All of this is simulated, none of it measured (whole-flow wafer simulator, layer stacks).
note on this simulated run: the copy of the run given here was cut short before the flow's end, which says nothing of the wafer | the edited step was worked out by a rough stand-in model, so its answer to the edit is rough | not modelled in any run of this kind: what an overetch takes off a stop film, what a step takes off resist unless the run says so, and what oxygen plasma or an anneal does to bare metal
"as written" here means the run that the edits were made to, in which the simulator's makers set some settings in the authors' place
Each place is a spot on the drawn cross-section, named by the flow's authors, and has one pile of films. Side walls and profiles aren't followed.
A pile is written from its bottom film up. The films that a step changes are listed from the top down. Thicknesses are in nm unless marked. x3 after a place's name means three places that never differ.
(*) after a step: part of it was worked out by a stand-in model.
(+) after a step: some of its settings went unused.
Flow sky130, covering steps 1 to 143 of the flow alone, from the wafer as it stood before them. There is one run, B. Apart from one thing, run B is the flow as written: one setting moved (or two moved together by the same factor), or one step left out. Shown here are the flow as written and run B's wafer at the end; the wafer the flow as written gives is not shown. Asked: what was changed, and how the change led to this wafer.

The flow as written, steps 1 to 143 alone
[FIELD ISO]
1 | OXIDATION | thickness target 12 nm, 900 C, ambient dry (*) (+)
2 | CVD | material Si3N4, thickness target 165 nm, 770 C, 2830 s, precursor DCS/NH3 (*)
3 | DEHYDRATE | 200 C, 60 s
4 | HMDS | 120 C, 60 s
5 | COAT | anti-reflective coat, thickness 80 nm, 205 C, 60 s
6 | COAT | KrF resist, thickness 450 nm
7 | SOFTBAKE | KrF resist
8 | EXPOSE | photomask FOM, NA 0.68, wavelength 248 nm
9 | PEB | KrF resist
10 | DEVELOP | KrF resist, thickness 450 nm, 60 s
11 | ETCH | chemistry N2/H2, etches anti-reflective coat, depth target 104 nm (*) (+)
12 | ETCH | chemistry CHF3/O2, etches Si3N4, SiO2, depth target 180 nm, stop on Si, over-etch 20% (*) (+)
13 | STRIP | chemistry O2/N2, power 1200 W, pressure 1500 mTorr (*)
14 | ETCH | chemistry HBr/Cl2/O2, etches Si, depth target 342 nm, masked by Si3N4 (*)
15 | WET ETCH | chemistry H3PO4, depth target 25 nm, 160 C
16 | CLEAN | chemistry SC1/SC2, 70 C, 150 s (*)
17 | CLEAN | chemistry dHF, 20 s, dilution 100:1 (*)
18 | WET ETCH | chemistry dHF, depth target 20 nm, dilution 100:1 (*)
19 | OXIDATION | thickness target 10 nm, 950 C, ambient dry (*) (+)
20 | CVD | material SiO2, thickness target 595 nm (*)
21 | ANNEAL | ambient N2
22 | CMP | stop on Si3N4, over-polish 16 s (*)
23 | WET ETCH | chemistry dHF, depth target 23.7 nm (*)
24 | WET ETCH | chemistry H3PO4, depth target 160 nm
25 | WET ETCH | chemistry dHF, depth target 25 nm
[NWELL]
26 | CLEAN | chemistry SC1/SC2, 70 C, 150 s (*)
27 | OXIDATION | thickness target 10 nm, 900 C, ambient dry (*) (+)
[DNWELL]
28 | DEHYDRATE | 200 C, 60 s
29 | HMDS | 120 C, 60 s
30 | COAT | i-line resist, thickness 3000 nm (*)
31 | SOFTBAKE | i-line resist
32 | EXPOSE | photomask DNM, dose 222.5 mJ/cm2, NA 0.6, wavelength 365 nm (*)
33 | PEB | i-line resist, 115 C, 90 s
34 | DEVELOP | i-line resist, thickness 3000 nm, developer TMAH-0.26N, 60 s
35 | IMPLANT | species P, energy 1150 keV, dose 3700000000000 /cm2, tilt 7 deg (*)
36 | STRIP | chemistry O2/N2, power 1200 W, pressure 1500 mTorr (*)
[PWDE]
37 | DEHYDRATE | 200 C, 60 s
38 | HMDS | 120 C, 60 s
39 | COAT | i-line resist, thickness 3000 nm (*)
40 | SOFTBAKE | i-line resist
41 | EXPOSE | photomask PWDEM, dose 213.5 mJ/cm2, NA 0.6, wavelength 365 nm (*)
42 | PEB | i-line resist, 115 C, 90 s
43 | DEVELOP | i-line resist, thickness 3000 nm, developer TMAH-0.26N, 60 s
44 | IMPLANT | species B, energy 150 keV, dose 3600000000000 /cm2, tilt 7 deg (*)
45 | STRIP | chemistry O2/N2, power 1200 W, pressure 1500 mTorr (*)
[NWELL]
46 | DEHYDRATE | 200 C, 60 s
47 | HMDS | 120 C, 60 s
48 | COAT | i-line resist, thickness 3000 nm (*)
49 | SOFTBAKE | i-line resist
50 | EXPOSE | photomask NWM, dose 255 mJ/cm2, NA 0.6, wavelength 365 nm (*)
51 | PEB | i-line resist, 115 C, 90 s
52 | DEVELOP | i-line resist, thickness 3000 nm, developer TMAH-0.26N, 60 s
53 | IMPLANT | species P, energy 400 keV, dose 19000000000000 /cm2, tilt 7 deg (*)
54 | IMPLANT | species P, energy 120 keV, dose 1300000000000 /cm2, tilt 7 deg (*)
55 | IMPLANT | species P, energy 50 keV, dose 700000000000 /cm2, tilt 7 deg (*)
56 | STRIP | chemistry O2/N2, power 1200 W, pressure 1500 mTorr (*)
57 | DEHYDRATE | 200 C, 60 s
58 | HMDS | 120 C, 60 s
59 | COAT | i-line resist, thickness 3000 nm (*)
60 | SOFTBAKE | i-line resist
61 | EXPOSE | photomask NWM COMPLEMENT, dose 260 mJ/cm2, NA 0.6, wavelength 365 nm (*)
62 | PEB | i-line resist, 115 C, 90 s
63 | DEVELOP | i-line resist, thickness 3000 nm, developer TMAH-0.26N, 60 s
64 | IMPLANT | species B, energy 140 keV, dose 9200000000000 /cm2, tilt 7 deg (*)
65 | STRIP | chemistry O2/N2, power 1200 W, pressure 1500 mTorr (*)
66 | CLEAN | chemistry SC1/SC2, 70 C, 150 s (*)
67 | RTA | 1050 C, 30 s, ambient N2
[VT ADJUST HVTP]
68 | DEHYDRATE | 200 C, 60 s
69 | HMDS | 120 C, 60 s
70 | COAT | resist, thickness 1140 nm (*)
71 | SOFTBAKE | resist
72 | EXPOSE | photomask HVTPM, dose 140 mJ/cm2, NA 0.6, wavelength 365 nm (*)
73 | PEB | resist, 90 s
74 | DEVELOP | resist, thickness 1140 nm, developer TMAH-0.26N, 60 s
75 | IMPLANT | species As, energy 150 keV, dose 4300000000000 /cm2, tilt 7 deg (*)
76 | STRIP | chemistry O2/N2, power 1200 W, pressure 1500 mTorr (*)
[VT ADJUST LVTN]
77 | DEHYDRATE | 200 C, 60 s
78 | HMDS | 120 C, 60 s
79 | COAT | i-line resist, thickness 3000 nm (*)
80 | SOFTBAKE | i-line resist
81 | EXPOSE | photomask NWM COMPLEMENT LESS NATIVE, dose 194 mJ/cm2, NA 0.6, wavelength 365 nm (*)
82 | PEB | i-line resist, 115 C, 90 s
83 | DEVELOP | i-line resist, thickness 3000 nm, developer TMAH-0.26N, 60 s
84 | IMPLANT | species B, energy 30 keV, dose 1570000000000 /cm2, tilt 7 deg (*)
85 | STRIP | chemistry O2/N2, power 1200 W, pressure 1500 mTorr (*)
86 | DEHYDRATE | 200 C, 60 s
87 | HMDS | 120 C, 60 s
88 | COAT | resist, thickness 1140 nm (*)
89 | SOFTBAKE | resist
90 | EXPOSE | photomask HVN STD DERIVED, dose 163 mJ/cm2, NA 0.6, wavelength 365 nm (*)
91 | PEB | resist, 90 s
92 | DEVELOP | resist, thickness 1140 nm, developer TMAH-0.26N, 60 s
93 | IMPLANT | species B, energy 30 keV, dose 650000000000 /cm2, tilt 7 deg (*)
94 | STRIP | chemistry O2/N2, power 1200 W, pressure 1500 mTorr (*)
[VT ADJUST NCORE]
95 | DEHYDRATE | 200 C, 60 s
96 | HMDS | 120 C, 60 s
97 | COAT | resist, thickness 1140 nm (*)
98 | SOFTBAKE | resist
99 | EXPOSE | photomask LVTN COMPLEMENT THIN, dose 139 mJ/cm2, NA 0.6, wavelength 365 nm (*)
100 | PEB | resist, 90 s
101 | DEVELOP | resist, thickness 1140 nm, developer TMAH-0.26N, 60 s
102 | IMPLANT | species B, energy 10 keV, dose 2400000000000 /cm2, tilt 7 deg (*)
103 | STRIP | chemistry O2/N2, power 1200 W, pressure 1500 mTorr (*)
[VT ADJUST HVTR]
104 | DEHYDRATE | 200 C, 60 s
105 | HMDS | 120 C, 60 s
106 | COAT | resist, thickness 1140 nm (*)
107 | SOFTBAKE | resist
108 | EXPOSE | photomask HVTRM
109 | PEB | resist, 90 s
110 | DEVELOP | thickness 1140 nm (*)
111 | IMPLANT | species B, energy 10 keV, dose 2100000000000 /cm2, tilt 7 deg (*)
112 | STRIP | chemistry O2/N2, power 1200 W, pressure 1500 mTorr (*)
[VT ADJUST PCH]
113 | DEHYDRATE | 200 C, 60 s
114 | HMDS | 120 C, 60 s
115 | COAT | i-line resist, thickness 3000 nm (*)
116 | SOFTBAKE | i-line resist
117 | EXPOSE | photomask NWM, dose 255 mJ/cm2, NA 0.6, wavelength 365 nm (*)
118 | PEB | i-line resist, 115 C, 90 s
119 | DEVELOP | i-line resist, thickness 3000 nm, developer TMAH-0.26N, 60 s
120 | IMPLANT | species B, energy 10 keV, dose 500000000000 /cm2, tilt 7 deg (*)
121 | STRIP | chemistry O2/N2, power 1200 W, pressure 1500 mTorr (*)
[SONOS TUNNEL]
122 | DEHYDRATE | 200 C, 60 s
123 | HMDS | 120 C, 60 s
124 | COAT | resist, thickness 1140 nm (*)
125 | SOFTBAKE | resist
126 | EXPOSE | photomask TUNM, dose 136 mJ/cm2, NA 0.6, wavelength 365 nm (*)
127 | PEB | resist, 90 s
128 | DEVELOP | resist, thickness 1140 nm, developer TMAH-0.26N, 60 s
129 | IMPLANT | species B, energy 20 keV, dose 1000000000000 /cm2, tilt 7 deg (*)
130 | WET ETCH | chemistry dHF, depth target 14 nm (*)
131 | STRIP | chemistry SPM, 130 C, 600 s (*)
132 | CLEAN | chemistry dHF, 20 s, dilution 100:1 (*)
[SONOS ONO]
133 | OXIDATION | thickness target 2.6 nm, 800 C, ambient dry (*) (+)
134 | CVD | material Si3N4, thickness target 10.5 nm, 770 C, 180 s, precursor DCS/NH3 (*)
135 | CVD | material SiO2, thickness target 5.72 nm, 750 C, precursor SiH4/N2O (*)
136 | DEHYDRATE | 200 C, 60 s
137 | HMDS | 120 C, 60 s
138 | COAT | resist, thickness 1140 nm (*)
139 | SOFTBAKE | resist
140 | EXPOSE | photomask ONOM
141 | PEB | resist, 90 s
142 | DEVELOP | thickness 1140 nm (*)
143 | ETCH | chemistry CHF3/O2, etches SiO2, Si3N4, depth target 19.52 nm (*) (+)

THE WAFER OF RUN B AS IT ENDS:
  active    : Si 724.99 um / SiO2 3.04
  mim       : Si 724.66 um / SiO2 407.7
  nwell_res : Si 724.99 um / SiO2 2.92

What caused this: step 134, CVD: 108 s was run, whereas the flow has 180 s.

How this came from the change, step by step:
  134 | CVD | material Si3N4, thickness target 10.5 nm, 770 C, 180 s, precursor DCS/NH3 (*)
      field, active, n_well and 187 more: +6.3 Si3N4 (new film) (in the flow as written it would be: +10.5 Si3N4 (new film))
  143 | ETCH | chemistry CHF3/O2, etches SiO2, Si3N4, depth target 19.52 nm (*) (+)
      field, active, p_well x5 and 179 more: -5.72 SiO2 (all of it), -6.3 Si3N4 (all of it), -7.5 SiO2 (in the flow as written it would be: -5.72 SiO2 (all of it), -10.5 Si3N4 (all of it), -3.3 SiO2)
      n_well, sonos_sd: -5.72 SiO2 (all of it), -6.3 Si3N4 (all of it), -2.6 SiO2 (all of it), -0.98 Si (in the flow as written it would be: -5.72 SiO2 (all of it), -10.5 Si3N4 (all of it), -2.6 SiO2 (all of it), -0.14 Si)
